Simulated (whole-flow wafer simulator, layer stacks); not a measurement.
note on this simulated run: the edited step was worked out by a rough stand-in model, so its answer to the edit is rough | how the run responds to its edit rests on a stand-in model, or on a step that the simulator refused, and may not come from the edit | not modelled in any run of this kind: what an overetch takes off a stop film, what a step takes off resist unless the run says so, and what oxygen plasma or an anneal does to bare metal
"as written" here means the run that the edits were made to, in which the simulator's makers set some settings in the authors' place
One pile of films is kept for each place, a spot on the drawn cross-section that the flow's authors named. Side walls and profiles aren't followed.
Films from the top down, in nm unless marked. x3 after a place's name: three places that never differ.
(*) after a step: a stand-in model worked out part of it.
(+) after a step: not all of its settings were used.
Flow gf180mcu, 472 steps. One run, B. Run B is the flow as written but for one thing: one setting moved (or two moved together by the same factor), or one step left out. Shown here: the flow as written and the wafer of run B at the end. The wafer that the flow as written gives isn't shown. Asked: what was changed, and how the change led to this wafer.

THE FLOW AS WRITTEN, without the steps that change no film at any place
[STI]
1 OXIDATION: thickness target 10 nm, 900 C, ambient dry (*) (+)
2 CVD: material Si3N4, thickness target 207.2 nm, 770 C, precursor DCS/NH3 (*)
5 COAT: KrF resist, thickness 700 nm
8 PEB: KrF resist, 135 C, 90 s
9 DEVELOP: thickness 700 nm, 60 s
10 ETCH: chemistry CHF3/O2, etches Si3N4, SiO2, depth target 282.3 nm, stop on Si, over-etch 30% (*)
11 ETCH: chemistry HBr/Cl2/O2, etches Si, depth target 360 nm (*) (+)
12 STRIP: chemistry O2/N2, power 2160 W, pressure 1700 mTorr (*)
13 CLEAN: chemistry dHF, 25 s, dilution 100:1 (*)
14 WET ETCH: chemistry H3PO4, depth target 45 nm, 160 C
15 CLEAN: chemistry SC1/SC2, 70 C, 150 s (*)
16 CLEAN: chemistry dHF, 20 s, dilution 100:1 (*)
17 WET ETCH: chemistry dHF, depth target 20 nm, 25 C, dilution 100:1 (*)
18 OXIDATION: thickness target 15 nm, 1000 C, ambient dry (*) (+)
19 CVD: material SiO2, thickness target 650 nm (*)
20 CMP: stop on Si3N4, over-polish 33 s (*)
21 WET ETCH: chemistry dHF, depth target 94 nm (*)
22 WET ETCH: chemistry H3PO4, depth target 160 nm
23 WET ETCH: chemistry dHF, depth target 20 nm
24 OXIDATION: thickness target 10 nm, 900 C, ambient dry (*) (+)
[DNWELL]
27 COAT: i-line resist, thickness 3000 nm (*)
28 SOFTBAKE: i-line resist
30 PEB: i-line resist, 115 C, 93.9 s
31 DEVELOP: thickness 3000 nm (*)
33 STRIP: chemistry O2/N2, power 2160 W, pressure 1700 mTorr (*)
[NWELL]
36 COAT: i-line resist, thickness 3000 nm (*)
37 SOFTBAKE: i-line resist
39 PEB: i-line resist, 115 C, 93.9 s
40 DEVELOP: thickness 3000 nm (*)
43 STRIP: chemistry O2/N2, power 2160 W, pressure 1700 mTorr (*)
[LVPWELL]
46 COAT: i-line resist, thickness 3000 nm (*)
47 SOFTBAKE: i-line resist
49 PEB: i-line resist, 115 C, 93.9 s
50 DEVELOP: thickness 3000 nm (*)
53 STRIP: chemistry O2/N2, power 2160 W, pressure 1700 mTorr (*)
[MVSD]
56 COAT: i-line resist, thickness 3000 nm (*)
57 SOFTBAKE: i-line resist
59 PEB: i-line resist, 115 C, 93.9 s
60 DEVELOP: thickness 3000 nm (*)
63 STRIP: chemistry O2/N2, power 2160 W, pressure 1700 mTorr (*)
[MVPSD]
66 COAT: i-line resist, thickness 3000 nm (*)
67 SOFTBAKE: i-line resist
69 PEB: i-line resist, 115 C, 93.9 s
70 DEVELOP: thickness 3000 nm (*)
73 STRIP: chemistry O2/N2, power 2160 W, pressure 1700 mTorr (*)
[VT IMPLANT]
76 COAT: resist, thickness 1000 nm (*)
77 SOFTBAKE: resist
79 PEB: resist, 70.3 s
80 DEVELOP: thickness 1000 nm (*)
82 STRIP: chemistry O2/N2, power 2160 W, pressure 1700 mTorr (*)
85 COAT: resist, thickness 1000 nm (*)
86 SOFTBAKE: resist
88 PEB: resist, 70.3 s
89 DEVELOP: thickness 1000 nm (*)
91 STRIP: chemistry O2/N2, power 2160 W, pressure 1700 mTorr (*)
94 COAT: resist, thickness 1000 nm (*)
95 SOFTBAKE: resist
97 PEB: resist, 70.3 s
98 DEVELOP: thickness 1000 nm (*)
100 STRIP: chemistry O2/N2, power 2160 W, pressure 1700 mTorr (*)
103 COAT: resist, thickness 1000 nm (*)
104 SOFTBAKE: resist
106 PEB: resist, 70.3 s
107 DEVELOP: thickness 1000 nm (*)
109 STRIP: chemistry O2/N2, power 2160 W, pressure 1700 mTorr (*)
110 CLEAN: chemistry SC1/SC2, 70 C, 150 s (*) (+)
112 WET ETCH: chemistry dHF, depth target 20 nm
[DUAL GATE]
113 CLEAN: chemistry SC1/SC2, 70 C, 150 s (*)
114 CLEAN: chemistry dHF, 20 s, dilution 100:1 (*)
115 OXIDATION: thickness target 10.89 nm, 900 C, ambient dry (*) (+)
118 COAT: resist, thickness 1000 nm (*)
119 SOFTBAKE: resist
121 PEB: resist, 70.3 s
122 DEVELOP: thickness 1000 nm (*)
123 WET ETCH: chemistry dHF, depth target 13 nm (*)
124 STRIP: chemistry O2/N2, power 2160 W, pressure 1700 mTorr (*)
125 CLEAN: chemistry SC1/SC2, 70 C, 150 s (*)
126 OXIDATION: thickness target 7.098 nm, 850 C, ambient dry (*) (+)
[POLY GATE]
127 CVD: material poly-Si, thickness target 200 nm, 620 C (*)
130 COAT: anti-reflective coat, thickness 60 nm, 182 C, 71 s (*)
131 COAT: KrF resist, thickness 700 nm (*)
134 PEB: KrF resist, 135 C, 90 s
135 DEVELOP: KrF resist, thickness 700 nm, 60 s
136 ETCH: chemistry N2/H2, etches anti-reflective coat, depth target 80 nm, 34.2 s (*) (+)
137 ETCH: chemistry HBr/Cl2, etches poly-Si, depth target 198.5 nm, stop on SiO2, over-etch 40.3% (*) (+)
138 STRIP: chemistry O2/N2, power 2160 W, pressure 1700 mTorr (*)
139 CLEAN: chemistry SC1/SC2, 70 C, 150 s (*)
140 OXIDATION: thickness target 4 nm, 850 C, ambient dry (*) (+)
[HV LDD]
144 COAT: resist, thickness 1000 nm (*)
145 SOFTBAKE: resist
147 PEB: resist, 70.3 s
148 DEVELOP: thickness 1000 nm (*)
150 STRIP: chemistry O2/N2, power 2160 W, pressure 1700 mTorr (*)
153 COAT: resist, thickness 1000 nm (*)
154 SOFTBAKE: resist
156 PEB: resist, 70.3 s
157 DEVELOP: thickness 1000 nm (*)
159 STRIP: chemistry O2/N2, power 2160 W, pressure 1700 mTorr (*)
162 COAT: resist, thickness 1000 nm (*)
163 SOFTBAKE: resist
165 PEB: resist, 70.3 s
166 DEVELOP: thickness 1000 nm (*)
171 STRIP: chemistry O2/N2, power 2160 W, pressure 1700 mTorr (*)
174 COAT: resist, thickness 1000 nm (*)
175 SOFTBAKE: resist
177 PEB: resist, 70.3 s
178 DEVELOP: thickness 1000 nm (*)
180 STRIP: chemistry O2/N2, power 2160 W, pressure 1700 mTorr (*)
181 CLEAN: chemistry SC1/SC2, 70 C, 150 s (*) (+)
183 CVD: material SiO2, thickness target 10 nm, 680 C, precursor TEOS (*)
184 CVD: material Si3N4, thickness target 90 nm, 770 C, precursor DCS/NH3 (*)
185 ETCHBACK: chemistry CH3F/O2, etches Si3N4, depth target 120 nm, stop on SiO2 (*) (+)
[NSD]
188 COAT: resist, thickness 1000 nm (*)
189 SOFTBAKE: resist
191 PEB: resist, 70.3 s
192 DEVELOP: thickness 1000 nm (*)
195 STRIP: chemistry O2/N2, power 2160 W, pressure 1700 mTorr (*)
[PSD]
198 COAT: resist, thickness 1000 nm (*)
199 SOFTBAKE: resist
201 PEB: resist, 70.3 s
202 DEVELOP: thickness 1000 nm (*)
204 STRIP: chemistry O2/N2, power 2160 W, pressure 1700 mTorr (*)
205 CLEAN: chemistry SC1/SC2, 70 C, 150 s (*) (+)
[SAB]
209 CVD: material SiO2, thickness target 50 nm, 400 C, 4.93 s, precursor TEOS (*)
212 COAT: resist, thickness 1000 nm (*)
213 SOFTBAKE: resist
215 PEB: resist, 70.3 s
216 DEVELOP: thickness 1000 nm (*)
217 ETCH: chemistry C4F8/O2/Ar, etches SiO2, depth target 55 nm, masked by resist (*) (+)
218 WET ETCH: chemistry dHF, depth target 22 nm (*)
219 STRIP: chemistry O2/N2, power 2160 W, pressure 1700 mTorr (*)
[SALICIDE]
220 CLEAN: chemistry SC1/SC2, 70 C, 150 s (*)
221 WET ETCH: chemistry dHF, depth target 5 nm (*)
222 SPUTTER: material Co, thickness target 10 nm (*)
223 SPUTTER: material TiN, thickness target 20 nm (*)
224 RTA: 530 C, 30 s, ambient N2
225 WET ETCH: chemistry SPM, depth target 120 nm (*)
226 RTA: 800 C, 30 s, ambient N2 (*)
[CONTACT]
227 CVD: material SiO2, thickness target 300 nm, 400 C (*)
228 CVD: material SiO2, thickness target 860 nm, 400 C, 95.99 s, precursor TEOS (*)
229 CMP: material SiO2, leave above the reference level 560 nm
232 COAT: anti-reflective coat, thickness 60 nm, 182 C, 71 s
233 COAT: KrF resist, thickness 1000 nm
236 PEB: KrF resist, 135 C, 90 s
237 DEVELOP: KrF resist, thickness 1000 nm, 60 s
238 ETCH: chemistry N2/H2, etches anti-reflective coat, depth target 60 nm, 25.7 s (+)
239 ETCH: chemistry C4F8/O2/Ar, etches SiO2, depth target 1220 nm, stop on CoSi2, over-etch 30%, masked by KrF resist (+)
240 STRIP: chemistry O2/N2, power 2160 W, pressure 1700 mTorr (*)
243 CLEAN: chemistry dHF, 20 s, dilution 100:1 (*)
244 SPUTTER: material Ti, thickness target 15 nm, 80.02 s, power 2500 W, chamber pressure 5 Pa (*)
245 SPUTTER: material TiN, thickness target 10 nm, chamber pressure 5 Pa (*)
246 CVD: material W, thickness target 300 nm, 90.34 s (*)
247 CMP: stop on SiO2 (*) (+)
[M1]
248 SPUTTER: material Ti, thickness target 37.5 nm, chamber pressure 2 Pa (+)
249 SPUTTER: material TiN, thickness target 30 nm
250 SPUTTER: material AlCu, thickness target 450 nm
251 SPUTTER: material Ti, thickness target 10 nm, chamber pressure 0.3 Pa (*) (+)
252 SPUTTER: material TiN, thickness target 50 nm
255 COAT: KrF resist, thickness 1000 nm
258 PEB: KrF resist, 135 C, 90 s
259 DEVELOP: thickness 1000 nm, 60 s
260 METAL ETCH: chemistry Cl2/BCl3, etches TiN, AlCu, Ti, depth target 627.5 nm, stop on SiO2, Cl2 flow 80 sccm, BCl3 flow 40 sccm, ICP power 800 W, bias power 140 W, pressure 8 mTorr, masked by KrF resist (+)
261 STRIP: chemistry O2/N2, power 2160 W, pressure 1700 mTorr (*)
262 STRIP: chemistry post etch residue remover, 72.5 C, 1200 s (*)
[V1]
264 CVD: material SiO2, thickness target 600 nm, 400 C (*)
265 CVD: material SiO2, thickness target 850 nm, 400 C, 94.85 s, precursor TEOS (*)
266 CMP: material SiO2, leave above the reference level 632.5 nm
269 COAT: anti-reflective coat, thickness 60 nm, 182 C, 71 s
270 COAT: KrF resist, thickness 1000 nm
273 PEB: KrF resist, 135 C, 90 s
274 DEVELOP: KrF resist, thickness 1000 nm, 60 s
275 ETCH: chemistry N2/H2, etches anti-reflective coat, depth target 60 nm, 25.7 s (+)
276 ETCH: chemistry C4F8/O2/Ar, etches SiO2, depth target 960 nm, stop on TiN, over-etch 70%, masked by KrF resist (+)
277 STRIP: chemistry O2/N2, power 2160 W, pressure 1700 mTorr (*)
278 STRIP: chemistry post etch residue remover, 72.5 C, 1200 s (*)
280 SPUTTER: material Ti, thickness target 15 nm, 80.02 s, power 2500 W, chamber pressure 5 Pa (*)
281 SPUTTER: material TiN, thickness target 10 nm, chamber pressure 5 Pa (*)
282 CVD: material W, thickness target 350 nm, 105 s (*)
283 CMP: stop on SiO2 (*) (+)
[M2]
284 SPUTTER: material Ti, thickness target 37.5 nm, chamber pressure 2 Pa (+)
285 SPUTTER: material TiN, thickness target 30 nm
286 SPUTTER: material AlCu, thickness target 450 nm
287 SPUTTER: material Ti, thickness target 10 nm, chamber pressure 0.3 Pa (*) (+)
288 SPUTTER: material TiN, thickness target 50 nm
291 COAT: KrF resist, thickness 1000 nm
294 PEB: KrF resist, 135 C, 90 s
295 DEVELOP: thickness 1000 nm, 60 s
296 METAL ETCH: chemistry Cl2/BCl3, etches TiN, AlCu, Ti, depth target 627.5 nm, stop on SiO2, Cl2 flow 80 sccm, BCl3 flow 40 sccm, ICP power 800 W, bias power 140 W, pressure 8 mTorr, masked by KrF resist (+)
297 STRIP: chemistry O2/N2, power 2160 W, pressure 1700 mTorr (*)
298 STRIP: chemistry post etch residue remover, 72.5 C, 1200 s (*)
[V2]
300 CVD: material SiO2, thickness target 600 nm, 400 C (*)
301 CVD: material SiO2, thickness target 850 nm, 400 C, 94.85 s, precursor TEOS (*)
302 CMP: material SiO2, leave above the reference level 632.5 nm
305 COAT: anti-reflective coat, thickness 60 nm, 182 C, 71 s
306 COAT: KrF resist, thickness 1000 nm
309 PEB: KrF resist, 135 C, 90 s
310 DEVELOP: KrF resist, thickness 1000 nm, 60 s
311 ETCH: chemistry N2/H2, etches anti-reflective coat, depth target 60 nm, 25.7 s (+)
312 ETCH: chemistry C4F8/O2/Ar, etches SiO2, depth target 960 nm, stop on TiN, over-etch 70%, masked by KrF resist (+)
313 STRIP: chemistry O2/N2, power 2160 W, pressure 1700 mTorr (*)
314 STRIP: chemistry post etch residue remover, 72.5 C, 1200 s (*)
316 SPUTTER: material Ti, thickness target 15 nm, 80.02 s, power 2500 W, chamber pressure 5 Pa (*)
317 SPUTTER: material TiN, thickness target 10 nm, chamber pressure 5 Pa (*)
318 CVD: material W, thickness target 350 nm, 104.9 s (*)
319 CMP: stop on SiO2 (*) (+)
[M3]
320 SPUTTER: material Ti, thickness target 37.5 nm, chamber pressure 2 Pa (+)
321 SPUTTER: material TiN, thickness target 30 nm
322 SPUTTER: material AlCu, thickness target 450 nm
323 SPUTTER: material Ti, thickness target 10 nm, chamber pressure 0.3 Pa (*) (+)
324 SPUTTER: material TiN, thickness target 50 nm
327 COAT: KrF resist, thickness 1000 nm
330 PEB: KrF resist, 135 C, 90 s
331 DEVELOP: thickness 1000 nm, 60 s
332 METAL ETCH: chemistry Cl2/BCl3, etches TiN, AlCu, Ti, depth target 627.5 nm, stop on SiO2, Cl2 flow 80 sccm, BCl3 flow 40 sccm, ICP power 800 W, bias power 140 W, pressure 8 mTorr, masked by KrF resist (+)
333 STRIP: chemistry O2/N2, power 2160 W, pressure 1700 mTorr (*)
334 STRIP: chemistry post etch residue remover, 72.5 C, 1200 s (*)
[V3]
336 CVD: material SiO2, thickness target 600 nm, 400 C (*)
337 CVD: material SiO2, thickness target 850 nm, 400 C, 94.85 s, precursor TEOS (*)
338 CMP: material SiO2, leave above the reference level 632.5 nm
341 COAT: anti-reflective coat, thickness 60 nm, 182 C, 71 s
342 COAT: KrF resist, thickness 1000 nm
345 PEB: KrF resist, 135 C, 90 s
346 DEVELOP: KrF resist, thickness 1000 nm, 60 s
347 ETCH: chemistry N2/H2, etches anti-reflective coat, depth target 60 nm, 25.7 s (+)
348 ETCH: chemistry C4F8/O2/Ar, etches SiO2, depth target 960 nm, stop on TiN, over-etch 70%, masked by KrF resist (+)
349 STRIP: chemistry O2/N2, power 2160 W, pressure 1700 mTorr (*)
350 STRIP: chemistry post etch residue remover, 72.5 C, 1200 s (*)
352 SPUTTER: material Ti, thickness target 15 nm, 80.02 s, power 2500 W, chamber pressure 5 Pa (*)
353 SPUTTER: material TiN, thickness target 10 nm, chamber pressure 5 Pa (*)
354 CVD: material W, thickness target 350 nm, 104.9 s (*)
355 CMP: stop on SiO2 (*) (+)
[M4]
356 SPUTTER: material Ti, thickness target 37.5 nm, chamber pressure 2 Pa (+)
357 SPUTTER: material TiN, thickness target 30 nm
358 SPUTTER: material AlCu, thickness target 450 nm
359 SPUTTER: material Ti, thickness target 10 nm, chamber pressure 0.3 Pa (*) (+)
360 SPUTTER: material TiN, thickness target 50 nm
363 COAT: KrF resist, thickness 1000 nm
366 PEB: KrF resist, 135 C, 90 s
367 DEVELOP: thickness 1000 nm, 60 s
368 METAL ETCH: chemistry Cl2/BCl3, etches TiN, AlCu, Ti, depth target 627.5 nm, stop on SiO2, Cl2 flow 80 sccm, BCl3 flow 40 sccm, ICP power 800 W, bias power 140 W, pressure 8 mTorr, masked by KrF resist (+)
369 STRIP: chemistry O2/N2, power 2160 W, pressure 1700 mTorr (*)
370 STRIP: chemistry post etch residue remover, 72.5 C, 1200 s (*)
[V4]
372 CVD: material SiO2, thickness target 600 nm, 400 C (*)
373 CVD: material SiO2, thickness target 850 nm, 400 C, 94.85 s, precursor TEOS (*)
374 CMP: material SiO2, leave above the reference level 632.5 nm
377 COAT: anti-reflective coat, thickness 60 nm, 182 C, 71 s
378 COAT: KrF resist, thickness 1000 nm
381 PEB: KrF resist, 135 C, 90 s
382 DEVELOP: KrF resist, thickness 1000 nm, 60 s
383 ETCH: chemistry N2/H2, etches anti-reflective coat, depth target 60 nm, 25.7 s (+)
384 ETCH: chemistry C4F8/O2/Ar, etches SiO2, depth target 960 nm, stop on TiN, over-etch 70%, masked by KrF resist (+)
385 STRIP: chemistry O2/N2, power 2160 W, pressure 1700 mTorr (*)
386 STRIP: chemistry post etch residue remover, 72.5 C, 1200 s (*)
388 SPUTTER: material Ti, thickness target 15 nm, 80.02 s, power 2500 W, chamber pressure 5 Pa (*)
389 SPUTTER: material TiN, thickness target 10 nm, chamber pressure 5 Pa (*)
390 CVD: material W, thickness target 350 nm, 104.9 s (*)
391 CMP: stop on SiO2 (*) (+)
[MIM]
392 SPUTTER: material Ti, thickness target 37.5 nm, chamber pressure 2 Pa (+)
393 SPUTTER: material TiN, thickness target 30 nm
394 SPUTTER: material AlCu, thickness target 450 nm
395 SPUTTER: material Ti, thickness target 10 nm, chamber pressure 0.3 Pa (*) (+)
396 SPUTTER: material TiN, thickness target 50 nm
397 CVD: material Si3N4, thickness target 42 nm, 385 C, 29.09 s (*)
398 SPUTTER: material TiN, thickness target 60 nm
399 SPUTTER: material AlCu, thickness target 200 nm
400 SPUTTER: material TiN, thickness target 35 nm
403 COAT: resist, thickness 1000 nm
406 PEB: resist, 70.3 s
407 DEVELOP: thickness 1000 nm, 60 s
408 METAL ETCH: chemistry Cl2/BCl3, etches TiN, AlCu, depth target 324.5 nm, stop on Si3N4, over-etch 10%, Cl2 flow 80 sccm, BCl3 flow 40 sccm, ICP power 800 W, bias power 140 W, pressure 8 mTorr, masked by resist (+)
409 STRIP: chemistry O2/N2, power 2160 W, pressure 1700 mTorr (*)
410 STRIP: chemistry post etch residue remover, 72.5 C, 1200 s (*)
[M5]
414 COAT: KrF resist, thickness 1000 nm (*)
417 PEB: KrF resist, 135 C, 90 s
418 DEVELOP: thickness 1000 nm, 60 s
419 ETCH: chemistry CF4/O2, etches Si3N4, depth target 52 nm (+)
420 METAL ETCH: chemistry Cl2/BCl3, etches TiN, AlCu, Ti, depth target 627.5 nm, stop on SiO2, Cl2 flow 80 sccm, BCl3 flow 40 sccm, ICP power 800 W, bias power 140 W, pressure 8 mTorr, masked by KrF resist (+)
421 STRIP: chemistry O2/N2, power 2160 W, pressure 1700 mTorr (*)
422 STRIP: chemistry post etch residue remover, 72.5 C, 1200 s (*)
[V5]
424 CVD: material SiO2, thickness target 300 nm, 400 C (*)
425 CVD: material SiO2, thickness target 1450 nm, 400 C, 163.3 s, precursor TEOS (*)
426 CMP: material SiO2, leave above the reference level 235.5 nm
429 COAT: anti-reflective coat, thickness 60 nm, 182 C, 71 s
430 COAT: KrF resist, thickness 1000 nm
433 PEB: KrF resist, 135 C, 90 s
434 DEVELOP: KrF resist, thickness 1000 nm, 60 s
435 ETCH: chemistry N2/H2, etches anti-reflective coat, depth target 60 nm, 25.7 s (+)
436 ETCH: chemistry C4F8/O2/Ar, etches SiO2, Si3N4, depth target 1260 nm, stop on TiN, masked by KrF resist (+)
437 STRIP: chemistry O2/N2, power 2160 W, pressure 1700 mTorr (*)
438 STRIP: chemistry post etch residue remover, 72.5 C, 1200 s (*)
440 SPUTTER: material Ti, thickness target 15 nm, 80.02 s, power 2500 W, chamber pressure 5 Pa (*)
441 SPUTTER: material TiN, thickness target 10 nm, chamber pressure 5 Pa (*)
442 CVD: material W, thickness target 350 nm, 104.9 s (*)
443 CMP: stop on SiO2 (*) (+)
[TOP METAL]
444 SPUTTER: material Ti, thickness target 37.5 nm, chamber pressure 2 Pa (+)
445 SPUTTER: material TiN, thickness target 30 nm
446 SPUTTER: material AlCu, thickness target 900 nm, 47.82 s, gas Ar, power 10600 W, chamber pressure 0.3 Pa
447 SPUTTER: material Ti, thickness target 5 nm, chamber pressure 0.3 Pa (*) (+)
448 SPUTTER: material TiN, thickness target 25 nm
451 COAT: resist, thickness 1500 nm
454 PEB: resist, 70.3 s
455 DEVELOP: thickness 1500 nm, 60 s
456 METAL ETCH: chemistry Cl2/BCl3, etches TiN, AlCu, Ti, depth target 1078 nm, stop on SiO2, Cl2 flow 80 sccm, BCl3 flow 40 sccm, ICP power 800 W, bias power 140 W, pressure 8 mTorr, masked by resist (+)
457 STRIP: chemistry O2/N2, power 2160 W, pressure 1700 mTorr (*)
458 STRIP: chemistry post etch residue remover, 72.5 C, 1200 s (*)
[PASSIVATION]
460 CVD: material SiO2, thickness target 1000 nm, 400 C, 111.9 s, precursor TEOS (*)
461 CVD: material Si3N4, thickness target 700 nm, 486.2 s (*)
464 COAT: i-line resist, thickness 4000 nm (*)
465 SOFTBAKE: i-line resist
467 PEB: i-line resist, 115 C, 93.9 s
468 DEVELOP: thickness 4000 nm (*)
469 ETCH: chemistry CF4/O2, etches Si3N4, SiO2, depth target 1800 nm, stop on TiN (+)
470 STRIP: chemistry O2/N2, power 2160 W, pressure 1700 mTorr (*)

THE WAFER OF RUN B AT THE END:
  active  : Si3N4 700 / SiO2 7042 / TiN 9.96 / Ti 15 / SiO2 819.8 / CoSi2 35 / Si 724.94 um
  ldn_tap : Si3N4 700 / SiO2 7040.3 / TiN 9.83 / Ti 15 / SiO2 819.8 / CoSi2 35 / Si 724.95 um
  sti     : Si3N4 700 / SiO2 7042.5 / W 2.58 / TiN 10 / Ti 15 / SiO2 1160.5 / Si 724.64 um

The cause: step 228, CVD: thickness target 516 nm was run, where the flow has thickness target 860 nm; step 228, CVD: 57.6 s was run, where the flow has 95.99 s.

How the change led to this, step by step:
  228 CVD: material SiO2, thickness target 860 nm, 400 C, 95.99 s, precursor TEOS (*)
      field, field__w7, field__w8 and 70 more: SiO2 +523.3 (as written it would be: SiO2 +860)
      field__w3, field__w12: SiO2 +494.8 (as written it would be: SiO2 +807.3)
      (and at 36 more places)
  229 CMP: material SiO2, leave above the reference level 560 nm
      ldn_sep__w1, ldn_sep__w2, ldn_dft and 8 more: nothing (as written it would be: SiO2 -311)
      active, p_well, sd_n, iso_ptap_pw, iso_ntap_nw, iso_ptap_sub, vpnp_e: nothing (as written it would be: SiO2 -299.9)
      (and at 93 more places)
  232 COAT: anti-reflective coat, thickness 60 nm, 182 C, 71 s
      sti, mim_1p0, pad, dice_street: anti-reflective coat +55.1 (new film) (as written it would be: anti-reflective coat +60 (new film))
      field__w1, nw_enc_fld__w1: anti-reflective coat +76.6 (new film) (as written it would be: anti-reflective coat +60 (new film))
      (and at 96 more places)
  238 ETCH: chemistry N2/H2, etches anti-reflective coat, depth target 60 nm, 25.7 s (+)
      polyc_n, polyc_p: anti-reflective coat -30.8 (all of it), SiO2 -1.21 (as written it would be: anti-reflective coat -60 (all of it), SiO2 -0.46)
      contact: anti-reflective coat -72.5 (all of it), SiO2 -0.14 (as written it would be: anti-reflective coat -60 (all of it), SiO2 -0.46)
  239 ETCH: chemistry C4F8/O2/Ar, etches SiO2, depth target 1220 nm, stop on CoSi2, over-etch 30%, masked by KrF resist (+)
      field, field__w1, field__w2 and 105 more: KrF resist -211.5 (as written it would be: KrF resist -223.5)
      contact: SiO2 -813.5 (all of it) (as written it would be: SiO2 -859.5 (all of it))
  240 STRIP: chemistry O2/N2, power 2160 W, pressure 1700 mTorr (*)
      sti, mim_1p0, pad, dice_street: KrF resist -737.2 (all of it), anti-reflective coat -55.1 (all of it) (as written it would be: KrF resist -707.7 (all of it), anti-reflective coat -60 (all of it))
      p_well, sd_n: KrF resist -737.2 (all of it), anti-reflective coat -52 (all of it) (as written it would be: KrF resist -707.7 (all of it), anti-reflective coat -60 (all of it))
      (and at 96 more places)
  244 SPUTTER: material Ti, thickness target 15 nm, 80.02 s, power 2500 W, chamber pressure 5 Pa (*)
      field__w3, field__w12: Ti +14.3 (new film) (as written it would be: Ti +15 (new film))
      ld_drift_p: Ti +14.1 (new film) (as written it would be: Ti +15 (new film))
  245 SPUTTER: material TiN, thickness target 10 nm, chamber pressure 5 Pa (*)
      ld_drift_p: TiN +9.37 (new film) (as written it would be: TiN +10 (new film))
  246 CVD: material W, thickness target 300 nm, 90.34 s (*)
      contact: W +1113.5 (new film) (as written it would be: W +1167.5 (new film))
  247 CMP: stop on SiO2 (*) (+)
      field__w5, field__w9, field__w13 and 33 more: W -300 (all of it), TiN -10 (all of it), Ti -15 (all of it) (as written it would be: W -300 (all of it), TiN -10 (all of it), Ti -15 (all of it), SiO2 -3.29)
      ldn_sep__w1, ldn_sep__w2, ldn_dft and 8 more: W -299.3 (as written it would be: W -300 (all of it), TiN -10 (all of it), Ti -15 (all of it), SiO2 -3.29)
      (and at 62 more places)
  260 METAL ETCH: chemistry Cl2/BCl3, etches TiN, AlCu, Ti, depth target 627.5 nm, stop on SiO2, Cl2 flow 80 sccm, BCl3 flow 40 sccm, ICP power 800 W, bias power 140 W, pressure 8 mTorr, masked by KrF resist (+)
      field, field__w1, field__w2 and 49 more: TiN -50 (all of it), Ti -10 (all of it), AlCu -450 (all of it), TiN -30 (all of it), Ti -37.5 (all of it), W -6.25 (as written it would be: TiN -50 (all of it), Ti -10 (all of it), AlCu -450 (all of it), TiN -30 (all of it), Ti -37.5 (all of it))
      ldn_sep__w1, ldn_dft, ldn_out, ldp_sep__w1, ldp_fld__w2: TiN -50 (all of it), Ti -10 (all of it), AlCu -450 (all of it), TiN -30 (all of it), Ti -37.5 (all of it), W -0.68 (all of it), TiN -10 (all of it), Ti -15 (all of it), SiO2 -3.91 (as written it would be: TiN -50 (all of it), Ti -10 (all of it), AlCu -450 (all of it), TiN -30 (all of it), Ti -37.5 (all of it))
      (and at 11 more places)
  262 STRIP: chemistry post etch residue remover, 72.5 C, 1200 s (*)
      field, field__w1, field__w2 and 32 more: W -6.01 (as written it would be: nothing)
      active, p_well, sd_n, iso_ptap_pw, iso_ntap_nw, iso_ptap_sub, vpnp_e: W -5.49 (all of it), TiN -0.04 (as written it would be: nothing)
      (and at 10 more places)
  264 CVD: material SiO2, thickness target 600 nm, 400 C (*)
      field, field__w1, field__w2 and 49 more: SiO2 +600 (new film) (as written it would be: SiO2 +600)
      ldn_dft, ldp_dft: SiO2 +614.2 (as written it would be: SiO2 +600)
  266 CMP: material SiO2, leave above the reference level 632.5 nm
      field, field__w1, field__w2 and 32 more: SiO2 -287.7 (as written it would be: SiO2 -300)
      ldn_sep__w1, ldn_sep__w2, ldn_out and 6 more: SiO2 -270.4 (as written it would be: SiO2 -300)
      (and at 24 more places)
Counting metal films that touch as one body, active has 2 bodies (between them, from the top down: SiO2 819.8); the flow as written gives 1 body.
Counting metal films that touch as one body, ldn_tap has 2 bodies (between them, from the top down: SiO2 819.8); the flow as written gives 1 body.
Counting metal films that touch as one body, sti has 1 body; the flow as written gives 0 bodies.
